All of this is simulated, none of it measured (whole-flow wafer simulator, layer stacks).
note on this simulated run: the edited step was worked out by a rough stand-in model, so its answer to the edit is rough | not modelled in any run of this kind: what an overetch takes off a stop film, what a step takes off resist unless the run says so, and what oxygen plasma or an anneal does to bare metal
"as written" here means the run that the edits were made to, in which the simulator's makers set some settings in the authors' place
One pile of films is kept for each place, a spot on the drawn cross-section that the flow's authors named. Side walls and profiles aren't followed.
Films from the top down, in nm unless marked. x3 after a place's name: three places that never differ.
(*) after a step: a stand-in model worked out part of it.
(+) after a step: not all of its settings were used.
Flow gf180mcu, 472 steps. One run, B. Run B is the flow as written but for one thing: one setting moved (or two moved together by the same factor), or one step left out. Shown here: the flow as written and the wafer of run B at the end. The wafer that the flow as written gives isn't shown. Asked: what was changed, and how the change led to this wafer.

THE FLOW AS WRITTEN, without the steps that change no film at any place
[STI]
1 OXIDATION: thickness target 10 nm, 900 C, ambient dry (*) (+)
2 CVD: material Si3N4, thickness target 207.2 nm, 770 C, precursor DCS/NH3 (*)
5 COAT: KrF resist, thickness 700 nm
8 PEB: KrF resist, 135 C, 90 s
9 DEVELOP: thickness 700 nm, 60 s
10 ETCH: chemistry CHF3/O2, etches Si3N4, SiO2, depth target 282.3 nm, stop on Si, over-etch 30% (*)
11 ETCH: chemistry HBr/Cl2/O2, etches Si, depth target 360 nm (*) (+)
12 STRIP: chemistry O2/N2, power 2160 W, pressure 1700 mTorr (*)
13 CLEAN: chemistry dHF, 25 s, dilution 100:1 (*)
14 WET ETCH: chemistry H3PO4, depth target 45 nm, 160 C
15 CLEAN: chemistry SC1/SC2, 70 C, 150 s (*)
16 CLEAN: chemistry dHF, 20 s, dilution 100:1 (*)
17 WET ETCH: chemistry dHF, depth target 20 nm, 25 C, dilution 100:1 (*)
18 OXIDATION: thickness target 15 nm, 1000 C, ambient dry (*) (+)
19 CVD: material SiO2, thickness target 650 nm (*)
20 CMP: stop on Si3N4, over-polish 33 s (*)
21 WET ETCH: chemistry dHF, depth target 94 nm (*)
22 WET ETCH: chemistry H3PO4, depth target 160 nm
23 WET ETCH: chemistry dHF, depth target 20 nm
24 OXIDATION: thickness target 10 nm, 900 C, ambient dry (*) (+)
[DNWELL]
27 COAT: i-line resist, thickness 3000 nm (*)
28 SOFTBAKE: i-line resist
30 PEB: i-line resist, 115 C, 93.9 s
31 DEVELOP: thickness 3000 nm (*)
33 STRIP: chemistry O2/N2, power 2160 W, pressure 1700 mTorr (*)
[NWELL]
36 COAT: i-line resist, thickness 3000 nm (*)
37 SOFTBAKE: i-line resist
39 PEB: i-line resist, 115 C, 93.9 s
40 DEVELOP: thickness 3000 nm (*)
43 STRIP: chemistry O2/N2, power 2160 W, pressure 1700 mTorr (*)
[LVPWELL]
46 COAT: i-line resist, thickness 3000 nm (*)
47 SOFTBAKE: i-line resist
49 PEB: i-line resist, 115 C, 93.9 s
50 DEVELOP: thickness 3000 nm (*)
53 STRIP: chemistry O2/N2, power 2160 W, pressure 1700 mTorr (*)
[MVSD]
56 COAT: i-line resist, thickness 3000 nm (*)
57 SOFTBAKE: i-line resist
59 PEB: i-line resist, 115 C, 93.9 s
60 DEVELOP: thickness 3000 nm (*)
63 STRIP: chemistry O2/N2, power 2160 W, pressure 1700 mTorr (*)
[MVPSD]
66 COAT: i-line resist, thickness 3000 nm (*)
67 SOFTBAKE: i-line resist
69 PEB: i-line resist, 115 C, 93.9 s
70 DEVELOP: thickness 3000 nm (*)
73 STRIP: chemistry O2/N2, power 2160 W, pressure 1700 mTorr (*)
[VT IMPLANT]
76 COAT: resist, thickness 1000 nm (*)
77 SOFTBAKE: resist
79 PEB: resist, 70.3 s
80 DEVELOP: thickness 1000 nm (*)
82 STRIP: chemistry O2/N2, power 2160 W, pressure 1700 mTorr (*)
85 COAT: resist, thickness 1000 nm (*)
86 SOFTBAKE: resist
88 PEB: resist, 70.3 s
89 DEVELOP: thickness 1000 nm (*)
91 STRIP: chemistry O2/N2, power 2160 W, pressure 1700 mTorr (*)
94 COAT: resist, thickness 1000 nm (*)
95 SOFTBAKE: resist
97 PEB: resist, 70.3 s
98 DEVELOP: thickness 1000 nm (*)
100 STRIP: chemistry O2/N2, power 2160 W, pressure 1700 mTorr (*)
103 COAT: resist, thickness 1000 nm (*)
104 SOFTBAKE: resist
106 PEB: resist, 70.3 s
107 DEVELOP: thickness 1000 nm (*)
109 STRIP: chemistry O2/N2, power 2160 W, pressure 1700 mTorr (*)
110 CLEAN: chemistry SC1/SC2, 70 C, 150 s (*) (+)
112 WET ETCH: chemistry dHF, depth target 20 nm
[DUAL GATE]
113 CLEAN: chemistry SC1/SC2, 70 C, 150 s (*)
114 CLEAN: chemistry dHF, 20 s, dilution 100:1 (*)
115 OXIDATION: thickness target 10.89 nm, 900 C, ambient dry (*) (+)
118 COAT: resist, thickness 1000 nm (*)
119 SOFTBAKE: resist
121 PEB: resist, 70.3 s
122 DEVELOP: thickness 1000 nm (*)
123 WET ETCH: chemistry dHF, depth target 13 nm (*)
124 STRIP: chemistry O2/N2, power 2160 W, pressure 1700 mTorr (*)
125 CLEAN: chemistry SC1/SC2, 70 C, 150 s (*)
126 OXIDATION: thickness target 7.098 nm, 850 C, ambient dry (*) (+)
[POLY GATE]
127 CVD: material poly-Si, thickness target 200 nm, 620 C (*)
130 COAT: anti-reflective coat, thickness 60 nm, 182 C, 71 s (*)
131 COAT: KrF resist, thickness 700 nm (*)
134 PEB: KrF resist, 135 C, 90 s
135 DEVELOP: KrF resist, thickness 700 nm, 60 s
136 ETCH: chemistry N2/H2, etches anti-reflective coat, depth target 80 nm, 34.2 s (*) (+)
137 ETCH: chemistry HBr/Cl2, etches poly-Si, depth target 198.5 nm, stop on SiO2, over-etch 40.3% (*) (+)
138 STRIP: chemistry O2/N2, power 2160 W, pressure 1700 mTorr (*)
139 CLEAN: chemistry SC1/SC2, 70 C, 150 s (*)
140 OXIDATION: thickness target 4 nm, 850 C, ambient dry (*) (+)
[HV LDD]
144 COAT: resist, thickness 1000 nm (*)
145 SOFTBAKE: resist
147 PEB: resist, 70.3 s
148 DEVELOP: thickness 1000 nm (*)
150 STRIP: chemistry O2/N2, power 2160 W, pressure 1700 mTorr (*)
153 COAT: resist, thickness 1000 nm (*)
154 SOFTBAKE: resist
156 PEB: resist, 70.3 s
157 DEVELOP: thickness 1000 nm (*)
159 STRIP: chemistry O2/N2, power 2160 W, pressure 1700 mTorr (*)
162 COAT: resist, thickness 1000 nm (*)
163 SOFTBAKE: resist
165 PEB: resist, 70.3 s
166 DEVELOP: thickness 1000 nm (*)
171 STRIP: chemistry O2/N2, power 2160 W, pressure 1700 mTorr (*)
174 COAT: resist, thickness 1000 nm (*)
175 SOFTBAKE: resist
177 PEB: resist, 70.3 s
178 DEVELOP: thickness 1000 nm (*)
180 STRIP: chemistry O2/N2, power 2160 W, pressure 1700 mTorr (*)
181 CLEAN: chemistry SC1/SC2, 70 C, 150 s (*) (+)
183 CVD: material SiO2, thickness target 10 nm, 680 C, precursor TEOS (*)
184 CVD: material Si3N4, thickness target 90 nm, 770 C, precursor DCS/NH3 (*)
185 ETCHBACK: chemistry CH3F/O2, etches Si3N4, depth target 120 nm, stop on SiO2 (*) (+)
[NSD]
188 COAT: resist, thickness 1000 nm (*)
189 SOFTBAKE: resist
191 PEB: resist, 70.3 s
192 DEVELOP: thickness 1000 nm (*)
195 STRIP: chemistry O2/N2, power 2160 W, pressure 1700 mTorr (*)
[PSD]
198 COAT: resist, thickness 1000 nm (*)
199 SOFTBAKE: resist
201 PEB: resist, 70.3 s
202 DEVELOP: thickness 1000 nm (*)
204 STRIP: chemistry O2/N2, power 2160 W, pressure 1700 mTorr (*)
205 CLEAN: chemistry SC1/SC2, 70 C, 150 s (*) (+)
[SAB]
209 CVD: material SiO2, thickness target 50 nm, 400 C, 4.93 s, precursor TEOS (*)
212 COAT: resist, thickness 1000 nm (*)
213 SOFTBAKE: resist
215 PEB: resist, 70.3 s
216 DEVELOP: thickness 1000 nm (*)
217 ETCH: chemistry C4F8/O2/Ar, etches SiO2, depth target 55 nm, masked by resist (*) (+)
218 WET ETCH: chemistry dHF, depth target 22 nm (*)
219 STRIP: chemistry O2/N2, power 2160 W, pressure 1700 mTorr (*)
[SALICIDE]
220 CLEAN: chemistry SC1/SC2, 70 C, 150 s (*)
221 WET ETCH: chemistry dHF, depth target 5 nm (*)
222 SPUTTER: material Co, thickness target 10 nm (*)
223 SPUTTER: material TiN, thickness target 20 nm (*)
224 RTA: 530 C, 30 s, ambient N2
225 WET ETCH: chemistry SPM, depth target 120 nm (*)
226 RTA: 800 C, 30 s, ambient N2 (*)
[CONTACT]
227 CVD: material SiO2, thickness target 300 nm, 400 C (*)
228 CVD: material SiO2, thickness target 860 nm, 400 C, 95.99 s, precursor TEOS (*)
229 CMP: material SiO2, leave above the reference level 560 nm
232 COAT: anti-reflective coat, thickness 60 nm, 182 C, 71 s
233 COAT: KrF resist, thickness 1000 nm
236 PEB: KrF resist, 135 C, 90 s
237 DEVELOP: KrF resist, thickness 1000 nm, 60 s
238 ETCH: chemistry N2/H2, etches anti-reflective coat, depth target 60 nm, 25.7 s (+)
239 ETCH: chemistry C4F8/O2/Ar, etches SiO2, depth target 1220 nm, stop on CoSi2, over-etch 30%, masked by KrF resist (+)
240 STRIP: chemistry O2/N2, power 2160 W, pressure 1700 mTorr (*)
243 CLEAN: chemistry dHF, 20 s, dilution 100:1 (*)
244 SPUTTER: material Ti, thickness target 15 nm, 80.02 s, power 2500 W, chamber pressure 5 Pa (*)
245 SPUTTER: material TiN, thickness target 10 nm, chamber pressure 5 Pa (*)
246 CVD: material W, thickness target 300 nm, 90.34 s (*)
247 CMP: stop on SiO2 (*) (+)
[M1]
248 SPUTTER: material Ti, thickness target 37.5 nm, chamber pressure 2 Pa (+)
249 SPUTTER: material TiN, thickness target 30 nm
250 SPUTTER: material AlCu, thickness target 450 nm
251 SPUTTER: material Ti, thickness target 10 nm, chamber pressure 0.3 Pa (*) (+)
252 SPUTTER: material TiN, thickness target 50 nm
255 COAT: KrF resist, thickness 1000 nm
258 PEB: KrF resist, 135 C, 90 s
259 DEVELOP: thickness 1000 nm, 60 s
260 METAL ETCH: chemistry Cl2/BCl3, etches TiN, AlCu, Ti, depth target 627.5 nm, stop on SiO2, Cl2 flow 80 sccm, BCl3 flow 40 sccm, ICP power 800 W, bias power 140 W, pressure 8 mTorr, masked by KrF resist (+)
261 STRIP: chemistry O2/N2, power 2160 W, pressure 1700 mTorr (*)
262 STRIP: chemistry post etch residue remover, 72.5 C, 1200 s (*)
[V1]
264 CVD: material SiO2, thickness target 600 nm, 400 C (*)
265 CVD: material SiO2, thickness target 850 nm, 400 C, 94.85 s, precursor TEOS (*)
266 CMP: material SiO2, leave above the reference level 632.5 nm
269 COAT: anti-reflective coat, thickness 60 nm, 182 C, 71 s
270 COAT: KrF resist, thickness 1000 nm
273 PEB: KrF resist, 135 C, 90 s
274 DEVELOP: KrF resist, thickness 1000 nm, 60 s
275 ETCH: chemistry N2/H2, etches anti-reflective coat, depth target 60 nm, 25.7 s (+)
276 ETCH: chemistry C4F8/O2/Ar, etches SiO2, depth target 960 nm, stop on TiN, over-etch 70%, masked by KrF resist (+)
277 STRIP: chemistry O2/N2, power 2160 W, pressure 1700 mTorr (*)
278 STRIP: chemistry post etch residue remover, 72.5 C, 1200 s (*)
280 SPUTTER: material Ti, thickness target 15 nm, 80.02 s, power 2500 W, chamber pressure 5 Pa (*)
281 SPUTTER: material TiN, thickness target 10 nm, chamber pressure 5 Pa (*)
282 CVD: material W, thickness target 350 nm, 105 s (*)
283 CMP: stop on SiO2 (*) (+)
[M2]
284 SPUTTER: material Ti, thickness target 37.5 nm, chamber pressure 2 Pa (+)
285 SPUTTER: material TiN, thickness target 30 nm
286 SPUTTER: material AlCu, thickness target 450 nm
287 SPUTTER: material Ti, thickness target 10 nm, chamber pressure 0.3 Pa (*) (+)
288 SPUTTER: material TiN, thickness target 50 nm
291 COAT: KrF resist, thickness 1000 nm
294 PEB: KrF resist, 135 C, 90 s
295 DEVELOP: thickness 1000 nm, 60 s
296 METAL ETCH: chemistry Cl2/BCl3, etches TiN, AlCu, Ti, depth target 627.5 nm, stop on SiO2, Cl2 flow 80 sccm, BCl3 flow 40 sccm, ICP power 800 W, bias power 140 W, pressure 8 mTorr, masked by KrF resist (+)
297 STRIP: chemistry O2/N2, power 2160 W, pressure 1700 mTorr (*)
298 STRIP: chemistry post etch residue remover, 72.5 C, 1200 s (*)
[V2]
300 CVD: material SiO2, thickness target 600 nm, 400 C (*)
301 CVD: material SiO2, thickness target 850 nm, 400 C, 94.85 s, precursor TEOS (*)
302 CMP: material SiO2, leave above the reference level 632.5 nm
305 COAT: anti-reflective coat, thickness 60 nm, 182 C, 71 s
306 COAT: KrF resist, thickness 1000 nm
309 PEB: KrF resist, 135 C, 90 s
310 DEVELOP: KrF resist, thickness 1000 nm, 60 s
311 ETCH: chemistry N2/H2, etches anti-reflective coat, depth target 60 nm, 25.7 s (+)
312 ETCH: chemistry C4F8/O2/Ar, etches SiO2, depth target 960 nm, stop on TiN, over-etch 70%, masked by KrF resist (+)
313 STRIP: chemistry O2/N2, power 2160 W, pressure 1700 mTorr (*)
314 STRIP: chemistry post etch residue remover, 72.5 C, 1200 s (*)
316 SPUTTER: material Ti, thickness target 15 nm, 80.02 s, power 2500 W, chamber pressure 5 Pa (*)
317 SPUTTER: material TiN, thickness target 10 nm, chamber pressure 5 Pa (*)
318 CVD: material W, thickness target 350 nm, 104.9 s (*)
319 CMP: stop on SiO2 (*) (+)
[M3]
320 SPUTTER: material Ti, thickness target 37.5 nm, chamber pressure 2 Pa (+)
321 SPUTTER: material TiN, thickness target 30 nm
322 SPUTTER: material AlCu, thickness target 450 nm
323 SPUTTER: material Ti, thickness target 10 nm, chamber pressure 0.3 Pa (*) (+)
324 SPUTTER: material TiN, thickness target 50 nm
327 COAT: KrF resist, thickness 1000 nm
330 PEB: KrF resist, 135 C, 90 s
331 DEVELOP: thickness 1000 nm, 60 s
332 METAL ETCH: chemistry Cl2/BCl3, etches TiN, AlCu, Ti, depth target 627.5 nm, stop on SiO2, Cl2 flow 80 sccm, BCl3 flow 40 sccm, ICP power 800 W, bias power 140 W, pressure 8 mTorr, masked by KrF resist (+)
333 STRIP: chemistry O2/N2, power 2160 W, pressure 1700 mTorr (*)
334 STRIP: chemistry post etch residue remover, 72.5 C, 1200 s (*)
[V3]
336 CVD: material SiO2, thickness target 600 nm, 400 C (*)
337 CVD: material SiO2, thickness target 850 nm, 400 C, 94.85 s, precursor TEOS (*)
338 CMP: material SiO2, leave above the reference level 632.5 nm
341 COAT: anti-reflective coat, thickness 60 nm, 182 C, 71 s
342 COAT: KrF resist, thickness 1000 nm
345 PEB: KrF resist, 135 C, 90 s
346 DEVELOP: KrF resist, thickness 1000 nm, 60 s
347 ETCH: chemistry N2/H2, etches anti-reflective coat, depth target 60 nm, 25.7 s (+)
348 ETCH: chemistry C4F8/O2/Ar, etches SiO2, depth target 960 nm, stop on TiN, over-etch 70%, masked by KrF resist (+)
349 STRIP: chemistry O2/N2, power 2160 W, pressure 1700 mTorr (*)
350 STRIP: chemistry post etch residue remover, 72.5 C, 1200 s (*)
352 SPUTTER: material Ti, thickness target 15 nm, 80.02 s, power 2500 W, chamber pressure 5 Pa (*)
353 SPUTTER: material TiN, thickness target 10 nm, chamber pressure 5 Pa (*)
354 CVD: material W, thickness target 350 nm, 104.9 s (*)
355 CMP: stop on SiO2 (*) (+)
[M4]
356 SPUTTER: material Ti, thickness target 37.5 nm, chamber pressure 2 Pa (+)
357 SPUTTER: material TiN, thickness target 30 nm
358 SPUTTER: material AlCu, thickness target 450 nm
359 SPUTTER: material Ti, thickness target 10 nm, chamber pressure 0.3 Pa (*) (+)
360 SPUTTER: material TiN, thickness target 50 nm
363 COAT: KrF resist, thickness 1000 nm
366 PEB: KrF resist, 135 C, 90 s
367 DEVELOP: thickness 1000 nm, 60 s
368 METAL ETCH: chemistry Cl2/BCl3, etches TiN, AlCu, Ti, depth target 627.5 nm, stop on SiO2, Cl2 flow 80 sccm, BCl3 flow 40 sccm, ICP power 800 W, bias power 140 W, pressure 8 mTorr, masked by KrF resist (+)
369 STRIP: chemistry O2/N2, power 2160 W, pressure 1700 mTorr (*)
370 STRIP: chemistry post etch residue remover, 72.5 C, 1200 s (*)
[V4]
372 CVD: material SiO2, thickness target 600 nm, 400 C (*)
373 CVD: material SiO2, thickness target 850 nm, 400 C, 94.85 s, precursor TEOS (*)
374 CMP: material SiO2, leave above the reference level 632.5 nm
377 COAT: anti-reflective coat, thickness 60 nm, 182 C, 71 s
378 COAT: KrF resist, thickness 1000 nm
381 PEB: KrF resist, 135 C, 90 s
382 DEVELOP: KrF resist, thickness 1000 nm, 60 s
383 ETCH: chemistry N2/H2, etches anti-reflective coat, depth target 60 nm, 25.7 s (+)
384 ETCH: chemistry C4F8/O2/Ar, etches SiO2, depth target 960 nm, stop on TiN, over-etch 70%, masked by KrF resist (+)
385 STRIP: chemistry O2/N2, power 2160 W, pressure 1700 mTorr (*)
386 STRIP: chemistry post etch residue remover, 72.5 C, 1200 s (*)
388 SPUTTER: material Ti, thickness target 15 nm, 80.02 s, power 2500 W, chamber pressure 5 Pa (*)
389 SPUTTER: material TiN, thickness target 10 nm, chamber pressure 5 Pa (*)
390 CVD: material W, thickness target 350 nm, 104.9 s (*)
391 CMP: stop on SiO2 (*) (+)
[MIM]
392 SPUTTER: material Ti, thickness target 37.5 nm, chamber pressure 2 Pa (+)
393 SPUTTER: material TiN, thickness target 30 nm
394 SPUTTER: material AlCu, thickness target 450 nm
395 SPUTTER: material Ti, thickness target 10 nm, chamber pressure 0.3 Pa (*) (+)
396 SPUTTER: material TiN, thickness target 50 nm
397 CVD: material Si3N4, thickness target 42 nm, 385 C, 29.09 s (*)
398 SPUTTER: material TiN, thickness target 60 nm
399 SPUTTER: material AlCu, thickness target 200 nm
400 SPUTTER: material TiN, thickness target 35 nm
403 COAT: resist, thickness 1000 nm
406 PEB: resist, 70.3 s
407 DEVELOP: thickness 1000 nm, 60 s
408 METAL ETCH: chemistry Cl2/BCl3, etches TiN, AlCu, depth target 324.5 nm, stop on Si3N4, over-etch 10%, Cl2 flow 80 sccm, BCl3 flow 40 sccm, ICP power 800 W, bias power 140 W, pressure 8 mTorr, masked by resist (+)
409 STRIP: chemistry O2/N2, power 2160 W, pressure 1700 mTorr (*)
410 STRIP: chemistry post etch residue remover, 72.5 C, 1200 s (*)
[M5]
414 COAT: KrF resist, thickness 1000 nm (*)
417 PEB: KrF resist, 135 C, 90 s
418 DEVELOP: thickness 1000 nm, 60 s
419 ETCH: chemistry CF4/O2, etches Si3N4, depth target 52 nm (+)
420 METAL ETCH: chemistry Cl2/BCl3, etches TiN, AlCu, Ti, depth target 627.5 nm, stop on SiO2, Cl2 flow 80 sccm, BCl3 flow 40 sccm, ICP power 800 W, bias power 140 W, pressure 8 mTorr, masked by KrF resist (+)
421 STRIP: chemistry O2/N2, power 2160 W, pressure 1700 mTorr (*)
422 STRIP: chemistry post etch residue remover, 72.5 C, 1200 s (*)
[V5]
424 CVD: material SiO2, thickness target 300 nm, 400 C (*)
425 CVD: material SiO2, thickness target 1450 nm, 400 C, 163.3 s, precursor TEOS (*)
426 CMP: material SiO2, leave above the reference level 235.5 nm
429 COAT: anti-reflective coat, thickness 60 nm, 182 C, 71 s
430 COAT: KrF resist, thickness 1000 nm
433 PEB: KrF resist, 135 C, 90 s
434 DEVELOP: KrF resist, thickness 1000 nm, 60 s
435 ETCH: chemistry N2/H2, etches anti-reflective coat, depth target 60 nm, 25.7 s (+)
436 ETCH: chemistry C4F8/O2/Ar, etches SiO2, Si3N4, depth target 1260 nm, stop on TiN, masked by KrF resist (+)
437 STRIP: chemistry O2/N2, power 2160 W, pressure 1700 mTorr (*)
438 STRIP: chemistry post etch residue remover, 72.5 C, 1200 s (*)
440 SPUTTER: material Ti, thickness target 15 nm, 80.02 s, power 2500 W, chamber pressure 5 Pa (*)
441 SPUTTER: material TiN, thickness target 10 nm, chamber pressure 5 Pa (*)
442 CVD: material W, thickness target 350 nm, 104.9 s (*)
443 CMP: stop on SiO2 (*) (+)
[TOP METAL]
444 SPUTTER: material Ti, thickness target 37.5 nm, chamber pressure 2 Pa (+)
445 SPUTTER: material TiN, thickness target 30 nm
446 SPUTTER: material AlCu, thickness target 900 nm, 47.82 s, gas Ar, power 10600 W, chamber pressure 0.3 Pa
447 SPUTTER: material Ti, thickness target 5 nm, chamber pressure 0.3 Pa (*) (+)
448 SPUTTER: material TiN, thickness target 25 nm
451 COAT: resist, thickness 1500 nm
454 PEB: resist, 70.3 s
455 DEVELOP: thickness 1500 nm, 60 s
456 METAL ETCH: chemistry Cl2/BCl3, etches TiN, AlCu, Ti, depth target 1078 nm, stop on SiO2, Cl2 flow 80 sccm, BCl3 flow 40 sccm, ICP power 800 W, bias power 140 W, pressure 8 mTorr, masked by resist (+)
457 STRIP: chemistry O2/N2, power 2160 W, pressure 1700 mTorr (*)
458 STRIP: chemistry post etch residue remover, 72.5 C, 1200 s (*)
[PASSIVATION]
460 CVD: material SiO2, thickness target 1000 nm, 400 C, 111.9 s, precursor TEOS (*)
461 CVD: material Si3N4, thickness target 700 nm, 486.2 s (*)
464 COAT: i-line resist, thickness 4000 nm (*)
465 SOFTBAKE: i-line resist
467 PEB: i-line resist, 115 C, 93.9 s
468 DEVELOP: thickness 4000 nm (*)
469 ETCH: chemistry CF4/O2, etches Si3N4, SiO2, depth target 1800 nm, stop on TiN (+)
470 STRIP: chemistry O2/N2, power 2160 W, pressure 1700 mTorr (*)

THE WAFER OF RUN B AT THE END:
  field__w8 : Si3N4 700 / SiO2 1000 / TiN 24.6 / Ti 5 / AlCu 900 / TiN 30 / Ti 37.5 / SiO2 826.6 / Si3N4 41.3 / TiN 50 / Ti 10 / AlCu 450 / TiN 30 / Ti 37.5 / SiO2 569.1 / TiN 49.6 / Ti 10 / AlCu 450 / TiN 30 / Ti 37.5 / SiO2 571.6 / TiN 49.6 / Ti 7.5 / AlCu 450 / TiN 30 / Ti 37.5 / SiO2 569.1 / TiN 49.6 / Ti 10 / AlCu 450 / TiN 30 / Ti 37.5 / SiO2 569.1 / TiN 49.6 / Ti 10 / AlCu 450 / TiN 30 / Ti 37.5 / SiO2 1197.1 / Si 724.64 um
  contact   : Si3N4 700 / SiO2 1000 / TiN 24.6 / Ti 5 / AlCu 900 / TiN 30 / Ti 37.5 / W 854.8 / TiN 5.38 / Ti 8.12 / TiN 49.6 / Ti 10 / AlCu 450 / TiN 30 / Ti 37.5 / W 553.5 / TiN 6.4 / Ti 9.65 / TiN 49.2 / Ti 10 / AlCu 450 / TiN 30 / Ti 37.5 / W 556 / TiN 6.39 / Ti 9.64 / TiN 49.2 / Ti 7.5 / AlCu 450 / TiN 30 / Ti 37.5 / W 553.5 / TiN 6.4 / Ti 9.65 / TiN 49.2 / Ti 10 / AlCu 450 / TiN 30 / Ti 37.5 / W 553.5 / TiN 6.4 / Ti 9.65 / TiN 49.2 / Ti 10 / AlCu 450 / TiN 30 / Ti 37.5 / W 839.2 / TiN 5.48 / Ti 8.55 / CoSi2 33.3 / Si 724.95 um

The cause: step 323, SPUTTER: thickness target 7.5 nm was run, where the flow has thickness target 10 nm.
It can be read off the wafer: field__w8 has Ti 7.5, and step 323 as written asks for 10 nm.

How the change led to this, step by step:
  323 SPUTTER: material Ti, thickness target 10 nm, chamber pressure 0.3 Pa (*) (+)
      field, field__w1, field__w2 and 108 more: Ti +7.5 (new film) (as written it would be: Ti +10 (new film))
  332 METAL ETCH: chemistry Cl2/BCl3, etches TiN, AlCu, Ti, depth target 627.5 nm, stop on SiO2, Cl2 flow 80 sccm, BCl3 flow 40 sccm, ICP power 800 W, bias power 140 W, pressure 8 mTorr, masked by KrF resist (+)
      field, field__w1, field__w2 and 103 more: TiN -50 (all of it), Ti -7.5 (all of it), AlCu -450 (all of it), TiN -30 (all of it), Ti -37.5 (all of it) (as written it would be: TiN -50 (all of it), Ti -10 (all of it), AlCu -450 (all of it), TiN -30 (all of it), Ti -37.5 (all of it))
